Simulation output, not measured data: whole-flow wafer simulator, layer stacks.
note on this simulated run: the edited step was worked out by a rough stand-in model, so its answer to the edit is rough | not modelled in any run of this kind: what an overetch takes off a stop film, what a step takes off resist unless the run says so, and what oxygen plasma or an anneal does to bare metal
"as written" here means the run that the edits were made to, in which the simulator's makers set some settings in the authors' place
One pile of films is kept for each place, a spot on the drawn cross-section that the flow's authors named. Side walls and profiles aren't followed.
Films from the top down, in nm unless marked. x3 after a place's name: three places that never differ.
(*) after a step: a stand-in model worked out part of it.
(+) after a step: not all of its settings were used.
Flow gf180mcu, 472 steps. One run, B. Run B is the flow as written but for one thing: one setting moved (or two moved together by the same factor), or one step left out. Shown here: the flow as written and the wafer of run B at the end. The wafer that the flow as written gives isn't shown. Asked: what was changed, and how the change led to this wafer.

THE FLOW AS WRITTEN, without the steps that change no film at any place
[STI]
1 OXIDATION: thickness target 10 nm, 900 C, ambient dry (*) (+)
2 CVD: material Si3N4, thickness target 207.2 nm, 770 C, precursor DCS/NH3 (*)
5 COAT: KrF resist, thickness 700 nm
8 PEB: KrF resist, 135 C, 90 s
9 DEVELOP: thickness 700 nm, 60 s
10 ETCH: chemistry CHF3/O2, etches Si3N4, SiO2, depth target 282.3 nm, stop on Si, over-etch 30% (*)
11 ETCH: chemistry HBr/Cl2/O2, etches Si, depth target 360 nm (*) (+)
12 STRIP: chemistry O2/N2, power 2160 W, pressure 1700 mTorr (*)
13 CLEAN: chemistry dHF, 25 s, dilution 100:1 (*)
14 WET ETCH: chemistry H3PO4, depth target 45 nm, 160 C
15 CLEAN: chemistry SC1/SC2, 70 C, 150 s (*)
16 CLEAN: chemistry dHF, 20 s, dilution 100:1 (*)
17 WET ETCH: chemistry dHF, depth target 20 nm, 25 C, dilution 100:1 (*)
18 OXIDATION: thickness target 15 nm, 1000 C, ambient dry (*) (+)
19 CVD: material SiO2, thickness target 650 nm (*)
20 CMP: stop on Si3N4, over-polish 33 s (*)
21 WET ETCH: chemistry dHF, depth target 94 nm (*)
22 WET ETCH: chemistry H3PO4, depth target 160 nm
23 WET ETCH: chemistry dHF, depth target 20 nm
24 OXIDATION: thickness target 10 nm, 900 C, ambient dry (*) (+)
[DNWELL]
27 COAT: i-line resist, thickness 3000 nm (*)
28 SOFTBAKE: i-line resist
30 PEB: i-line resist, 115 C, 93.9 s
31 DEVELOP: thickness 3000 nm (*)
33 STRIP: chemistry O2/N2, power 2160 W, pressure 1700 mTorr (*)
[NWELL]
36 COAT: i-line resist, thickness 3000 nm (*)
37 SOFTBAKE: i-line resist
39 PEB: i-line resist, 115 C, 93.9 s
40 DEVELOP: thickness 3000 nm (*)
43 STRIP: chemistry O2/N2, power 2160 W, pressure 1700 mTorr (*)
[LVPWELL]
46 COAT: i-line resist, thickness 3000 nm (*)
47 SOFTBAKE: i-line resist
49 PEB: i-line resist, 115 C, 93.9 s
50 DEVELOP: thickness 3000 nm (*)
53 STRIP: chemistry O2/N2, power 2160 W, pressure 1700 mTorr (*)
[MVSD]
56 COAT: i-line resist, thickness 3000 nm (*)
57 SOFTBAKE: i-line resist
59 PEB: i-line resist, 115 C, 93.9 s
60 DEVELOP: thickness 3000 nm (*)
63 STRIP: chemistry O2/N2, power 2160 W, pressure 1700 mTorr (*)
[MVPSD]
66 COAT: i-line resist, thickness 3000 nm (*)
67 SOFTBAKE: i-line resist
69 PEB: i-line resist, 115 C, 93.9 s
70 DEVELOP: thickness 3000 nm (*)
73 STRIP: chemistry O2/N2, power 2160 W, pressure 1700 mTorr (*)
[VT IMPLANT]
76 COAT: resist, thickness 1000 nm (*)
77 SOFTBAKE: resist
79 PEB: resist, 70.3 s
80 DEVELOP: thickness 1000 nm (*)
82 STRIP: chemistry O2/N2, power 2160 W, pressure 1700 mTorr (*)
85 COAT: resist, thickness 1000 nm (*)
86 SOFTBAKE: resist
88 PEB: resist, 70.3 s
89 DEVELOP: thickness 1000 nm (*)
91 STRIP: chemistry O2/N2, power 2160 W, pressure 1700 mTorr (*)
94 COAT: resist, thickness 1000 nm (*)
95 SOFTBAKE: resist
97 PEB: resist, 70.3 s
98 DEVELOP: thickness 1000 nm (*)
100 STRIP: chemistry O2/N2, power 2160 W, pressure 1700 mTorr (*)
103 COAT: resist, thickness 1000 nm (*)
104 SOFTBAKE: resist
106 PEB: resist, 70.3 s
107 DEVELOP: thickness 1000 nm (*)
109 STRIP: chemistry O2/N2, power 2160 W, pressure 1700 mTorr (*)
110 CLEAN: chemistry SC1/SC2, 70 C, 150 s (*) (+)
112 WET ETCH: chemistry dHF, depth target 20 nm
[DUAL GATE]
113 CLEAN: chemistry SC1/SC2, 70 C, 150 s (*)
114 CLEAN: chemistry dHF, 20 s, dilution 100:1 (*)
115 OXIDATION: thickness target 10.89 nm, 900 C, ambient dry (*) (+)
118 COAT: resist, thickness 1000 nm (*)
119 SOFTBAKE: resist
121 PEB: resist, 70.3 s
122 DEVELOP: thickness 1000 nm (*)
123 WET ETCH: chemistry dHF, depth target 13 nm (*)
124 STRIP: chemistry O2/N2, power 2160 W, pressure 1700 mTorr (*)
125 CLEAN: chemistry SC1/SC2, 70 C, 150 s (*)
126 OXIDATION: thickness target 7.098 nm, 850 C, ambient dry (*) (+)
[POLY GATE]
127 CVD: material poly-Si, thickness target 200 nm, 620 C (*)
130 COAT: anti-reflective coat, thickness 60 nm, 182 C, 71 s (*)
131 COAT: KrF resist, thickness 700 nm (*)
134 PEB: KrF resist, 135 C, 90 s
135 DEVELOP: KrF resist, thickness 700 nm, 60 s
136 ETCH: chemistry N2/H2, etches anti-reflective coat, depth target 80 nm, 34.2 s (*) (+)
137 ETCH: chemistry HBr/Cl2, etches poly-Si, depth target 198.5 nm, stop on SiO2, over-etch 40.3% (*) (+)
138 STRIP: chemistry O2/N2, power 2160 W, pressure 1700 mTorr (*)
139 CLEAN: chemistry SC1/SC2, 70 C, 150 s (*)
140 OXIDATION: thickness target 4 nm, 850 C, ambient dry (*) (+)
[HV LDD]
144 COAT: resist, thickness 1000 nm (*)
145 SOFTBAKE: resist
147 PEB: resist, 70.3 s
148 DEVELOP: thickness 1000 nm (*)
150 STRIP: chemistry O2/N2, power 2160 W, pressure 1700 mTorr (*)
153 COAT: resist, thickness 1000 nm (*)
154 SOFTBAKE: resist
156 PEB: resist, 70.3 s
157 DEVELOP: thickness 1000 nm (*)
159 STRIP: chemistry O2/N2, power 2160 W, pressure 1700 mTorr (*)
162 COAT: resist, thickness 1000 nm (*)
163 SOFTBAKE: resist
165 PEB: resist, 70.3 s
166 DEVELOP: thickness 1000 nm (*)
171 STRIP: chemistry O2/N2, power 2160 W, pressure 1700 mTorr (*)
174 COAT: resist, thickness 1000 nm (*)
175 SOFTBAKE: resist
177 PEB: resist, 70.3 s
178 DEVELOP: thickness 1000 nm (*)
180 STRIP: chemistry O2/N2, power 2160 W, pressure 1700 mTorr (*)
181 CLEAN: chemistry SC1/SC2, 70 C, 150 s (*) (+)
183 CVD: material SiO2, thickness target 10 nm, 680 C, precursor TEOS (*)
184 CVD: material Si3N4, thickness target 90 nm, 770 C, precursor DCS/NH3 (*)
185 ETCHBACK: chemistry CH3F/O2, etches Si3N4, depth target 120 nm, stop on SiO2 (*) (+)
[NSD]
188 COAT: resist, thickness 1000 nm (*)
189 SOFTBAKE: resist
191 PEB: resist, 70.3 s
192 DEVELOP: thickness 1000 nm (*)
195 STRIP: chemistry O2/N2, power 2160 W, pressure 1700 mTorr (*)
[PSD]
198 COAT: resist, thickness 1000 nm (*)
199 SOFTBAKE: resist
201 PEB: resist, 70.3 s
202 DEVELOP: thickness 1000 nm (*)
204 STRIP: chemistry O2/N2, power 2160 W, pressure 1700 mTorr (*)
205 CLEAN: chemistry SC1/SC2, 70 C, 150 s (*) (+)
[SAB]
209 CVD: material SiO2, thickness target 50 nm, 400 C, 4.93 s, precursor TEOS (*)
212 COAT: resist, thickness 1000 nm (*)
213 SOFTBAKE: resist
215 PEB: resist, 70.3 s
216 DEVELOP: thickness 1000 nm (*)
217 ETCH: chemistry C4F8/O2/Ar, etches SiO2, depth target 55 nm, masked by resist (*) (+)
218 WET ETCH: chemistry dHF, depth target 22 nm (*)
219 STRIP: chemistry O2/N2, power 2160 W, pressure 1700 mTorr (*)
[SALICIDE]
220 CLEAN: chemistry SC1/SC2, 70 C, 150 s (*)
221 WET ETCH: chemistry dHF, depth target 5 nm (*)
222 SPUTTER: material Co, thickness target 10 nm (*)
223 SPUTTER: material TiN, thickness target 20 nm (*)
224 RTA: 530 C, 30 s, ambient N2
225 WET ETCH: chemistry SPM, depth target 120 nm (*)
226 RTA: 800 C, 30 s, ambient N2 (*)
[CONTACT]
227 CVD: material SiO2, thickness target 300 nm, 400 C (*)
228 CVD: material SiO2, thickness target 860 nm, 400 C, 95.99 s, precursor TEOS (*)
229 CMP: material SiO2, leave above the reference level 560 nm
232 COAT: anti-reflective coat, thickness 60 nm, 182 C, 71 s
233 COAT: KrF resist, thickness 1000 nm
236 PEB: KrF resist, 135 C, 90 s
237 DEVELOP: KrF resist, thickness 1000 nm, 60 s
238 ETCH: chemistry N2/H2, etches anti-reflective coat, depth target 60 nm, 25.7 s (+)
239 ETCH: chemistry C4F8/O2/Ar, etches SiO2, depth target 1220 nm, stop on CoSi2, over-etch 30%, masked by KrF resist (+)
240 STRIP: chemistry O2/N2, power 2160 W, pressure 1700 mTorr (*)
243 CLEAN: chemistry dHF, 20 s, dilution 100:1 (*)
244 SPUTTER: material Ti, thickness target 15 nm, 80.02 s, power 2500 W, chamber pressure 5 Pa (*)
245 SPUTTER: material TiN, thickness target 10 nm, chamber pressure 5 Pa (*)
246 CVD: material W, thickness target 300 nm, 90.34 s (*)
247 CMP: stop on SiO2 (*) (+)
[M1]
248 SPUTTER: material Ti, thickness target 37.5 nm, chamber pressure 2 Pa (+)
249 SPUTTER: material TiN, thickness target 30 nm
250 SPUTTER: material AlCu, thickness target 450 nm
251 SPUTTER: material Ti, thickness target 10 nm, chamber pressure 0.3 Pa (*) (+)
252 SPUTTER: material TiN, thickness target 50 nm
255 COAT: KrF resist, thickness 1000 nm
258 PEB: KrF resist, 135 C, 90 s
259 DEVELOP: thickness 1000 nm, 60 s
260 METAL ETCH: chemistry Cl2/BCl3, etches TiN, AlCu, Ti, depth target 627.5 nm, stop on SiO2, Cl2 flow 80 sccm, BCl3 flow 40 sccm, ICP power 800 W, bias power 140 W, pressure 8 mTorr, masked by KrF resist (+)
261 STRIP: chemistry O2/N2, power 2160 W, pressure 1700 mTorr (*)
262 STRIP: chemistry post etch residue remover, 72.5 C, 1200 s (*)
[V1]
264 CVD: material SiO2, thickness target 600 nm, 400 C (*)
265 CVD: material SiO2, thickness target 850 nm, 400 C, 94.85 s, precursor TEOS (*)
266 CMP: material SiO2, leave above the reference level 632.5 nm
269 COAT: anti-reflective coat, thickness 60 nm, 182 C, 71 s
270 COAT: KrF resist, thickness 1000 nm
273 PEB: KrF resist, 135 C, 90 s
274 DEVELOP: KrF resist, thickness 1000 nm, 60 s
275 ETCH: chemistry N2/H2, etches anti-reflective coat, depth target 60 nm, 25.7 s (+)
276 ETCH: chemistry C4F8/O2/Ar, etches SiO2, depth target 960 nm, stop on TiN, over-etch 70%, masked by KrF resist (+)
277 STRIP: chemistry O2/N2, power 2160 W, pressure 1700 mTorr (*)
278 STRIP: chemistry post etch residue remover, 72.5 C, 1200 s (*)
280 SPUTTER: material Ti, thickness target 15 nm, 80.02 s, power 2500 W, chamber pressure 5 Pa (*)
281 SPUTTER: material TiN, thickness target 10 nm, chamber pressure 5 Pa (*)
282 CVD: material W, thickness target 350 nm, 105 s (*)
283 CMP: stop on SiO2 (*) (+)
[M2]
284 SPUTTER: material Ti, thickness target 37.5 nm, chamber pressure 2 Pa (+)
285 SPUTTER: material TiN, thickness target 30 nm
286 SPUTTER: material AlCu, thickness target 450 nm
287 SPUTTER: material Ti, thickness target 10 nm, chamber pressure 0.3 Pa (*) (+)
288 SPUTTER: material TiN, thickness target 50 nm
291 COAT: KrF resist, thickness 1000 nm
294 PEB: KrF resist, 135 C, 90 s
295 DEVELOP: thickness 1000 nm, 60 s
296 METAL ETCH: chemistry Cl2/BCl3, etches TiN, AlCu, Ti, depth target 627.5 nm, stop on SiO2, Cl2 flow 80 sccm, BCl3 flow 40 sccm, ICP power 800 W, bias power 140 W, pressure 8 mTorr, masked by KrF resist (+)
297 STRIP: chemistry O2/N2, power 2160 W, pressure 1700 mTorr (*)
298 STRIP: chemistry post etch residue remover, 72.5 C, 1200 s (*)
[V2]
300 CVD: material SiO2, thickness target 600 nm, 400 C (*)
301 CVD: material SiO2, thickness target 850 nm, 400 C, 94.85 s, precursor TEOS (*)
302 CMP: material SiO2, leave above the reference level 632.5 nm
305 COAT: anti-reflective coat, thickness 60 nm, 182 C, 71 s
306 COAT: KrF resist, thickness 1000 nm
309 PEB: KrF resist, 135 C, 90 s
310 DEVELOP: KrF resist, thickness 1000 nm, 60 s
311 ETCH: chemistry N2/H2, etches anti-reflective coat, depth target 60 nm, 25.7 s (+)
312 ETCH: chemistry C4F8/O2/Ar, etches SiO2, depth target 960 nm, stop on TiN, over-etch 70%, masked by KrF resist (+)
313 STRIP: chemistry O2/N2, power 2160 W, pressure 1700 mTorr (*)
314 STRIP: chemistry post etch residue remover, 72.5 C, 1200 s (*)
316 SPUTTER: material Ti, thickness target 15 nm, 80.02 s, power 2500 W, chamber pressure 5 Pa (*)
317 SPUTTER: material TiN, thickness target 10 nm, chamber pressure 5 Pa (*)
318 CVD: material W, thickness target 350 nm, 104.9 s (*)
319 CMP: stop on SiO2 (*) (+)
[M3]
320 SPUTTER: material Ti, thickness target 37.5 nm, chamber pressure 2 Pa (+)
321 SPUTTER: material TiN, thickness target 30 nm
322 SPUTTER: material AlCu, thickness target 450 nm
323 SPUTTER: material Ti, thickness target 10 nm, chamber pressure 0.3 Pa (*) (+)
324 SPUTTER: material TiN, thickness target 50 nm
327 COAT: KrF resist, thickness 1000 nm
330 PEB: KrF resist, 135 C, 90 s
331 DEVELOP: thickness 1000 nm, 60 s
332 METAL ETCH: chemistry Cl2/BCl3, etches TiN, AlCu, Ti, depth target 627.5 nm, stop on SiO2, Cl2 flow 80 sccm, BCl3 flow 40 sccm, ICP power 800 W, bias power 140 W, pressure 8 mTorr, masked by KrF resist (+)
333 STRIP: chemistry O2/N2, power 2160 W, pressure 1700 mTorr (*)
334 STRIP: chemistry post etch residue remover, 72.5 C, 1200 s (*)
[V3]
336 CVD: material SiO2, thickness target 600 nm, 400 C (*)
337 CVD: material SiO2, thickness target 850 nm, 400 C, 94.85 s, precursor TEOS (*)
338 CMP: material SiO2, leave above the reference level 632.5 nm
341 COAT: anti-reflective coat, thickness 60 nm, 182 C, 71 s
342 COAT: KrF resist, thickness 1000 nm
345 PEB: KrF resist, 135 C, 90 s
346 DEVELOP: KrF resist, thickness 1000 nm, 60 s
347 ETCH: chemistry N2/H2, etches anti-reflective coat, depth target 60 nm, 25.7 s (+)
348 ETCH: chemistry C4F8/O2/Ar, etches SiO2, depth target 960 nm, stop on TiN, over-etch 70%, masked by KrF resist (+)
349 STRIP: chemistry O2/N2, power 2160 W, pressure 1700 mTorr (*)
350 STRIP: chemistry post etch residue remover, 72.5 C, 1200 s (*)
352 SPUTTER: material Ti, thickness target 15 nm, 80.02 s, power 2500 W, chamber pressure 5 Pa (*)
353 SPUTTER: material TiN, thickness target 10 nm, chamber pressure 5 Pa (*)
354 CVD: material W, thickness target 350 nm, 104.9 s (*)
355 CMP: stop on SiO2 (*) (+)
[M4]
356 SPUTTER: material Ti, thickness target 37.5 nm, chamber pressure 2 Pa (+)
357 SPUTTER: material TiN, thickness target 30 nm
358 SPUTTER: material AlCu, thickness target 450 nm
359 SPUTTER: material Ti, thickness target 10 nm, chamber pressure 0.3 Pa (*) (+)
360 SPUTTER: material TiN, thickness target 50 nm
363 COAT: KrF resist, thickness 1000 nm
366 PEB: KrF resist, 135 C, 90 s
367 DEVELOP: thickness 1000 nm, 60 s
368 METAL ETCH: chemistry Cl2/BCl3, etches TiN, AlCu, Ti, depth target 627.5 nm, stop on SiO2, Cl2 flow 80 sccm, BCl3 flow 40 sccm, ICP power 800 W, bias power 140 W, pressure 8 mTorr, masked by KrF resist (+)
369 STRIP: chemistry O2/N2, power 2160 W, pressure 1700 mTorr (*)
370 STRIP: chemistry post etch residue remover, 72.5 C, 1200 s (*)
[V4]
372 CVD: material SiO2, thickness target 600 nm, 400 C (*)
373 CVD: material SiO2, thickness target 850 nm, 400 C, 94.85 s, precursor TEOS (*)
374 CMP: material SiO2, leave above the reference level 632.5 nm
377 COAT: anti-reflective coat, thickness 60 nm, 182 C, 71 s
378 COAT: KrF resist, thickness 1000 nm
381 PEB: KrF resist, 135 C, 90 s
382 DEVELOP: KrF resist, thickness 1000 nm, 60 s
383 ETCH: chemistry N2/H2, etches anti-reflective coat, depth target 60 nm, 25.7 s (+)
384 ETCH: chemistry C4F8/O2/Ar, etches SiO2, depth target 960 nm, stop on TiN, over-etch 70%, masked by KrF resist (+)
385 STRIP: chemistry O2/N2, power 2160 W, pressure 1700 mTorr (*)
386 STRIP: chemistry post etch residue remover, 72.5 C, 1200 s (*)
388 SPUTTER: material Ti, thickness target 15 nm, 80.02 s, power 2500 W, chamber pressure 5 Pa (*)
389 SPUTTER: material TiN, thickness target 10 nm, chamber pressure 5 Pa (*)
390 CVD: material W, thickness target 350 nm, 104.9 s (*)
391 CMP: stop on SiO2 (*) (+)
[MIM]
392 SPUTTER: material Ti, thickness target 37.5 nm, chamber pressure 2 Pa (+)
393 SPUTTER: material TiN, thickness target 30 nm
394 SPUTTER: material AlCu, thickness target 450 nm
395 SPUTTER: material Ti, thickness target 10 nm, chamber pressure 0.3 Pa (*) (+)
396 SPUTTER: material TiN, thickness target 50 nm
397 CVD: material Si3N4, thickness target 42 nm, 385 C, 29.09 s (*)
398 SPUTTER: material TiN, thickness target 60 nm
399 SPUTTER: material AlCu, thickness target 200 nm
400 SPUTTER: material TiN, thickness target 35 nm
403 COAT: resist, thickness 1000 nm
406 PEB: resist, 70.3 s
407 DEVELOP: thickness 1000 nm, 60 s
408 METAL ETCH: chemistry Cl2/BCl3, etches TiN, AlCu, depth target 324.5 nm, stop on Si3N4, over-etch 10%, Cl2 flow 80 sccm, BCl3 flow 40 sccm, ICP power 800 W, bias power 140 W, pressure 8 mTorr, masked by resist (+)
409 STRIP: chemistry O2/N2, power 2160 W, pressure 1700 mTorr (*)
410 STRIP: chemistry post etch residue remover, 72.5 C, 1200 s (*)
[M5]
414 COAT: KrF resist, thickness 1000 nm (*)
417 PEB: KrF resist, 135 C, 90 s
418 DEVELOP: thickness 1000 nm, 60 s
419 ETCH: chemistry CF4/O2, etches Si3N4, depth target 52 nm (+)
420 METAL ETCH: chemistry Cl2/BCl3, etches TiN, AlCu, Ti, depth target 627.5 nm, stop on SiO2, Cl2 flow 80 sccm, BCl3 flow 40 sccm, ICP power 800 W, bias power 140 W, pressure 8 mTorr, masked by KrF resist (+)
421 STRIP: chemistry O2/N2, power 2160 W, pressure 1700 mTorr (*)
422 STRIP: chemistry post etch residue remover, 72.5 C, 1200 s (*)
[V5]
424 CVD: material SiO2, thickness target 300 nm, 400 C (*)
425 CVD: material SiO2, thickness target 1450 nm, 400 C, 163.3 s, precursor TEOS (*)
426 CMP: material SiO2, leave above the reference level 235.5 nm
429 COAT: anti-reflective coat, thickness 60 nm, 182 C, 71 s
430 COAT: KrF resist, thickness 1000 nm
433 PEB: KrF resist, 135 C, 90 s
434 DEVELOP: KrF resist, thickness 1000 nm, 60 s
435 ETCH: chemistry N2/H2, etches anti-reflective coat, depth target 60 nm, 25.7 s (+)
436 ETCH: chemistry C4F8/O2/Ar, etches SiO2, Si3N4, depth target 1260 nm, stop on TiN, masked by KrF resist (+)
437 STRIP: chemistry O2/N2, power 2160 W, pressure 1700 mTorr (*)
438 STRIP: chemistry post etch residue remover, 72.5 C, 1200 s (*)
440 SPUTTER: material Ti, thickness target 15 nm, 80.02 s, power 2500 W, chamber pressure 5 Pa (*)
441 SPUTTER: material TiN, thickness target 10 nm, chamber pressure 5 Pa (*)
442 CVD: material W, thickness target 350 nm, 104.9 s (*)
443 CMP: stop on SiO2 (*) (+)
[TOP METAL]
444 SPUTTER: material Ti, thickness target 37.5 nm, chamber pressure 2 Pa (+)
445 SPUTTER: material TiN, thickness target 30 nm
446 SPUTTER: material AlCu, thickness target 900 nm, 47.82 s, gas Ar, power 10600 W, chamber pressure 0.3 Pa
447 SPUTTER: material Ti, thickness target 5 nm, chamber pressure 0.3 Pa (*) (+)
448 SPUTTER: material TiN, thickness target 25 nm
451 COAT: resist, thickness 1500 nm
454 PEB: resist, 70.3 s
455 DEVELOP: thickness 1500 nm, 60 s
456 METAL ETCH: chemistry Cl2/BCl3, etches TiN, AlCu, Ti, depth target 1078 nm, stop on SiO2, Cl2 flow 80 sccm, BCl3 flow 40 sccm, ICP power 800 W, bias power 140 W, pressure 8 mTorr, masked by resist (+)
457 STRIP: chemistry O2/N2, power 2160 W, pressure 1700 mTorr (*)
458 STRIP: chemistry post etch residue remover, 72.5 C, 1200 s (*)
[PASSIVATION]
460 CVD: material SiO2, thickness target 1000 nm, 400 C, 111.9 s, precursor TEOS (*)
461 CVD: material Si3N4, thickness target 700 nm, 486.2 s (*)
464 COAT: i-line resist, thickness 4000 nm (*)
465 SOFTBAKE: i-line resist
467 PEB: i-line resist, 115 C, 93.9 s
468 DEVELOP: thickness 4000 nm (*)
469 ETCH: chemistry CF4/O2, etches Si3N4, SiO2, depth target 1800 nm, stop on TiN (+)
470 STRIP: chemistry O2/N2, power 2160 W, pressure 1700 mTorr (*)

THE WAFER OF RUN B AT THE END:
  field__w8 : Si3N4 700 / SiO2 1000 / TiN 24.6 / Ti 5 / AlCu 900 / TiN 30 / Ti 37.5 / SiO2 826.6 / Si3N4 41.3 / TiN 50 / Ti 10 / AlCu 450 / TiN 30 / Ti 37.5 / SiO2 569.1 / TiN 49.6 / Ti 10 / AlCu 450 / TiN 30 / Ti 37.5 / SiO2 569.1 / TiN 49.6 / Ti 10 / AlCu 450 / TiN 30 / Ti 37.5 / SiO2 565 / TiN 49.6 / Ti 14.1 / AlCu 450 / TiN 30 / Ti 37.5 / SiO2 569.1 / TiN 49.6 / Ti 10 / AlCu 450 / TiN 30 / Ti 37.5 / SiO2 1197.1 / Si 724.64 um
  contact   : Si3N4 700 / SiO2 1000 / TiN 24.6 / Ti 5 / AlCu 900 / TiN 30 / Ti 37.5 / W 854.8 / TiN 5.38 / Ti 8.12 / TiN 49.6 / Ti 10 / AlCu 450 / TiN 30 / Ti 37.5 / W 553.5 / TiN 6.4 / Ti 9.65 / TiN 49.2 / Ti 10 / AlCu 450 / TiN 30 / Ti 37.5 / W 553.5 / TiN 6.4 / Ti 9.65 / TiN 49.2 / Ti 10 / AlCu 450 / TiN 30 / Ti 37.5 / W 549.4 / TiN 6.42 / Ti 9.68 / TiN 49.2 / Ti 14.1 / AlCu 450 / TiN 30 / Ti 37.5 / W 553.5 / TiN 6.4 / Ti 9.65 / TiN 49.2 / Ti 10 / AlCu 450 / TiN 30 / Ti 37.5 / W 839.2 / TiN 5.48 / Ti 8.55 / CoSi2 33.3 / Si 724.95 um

The cause: step 287, SPUTTER: thickness target 14.1 nm was run, where the flow has thickness target 10 nm.
It can be read off the wafer: field__w8 has Ti 14.1, and step 287 as written asks for 10 nm.

How the change led to this, step by step:
  287 SPUTTER: material Ti, thickness target 10 nm, chamber pressure 0.3 Pa (*) (+)
      field, field__w1, field__w2 and 108 more: Ti +14.1 (new film) (as written it would be: Ti +10 (new film))
  296 METAL ETCH: chemistry Cl2/BCl3, etches TiN, AlCu, Ti, depth target 627.5 nm, stop on SiO2, Cl2 flow 80 sccm, BCl3 flow 40 sccm, ICP power 800 W, bias power 140 W, pressure 8 mTorr, masked by KrF resist (+)
      field, field__w1, field__w2 and 103 more: TiN -50 (all of it), Ti -14.1 (all of it), AlCu -450 (all of it), TiN -30 (all of it), Ti -37.5 (all of it) (as written it would be: TiN -50 (all of it), Ti -10 (all of it), AlCu -450 (all of it), TiN -30 (all of it), Ti -37.5 (all of it))
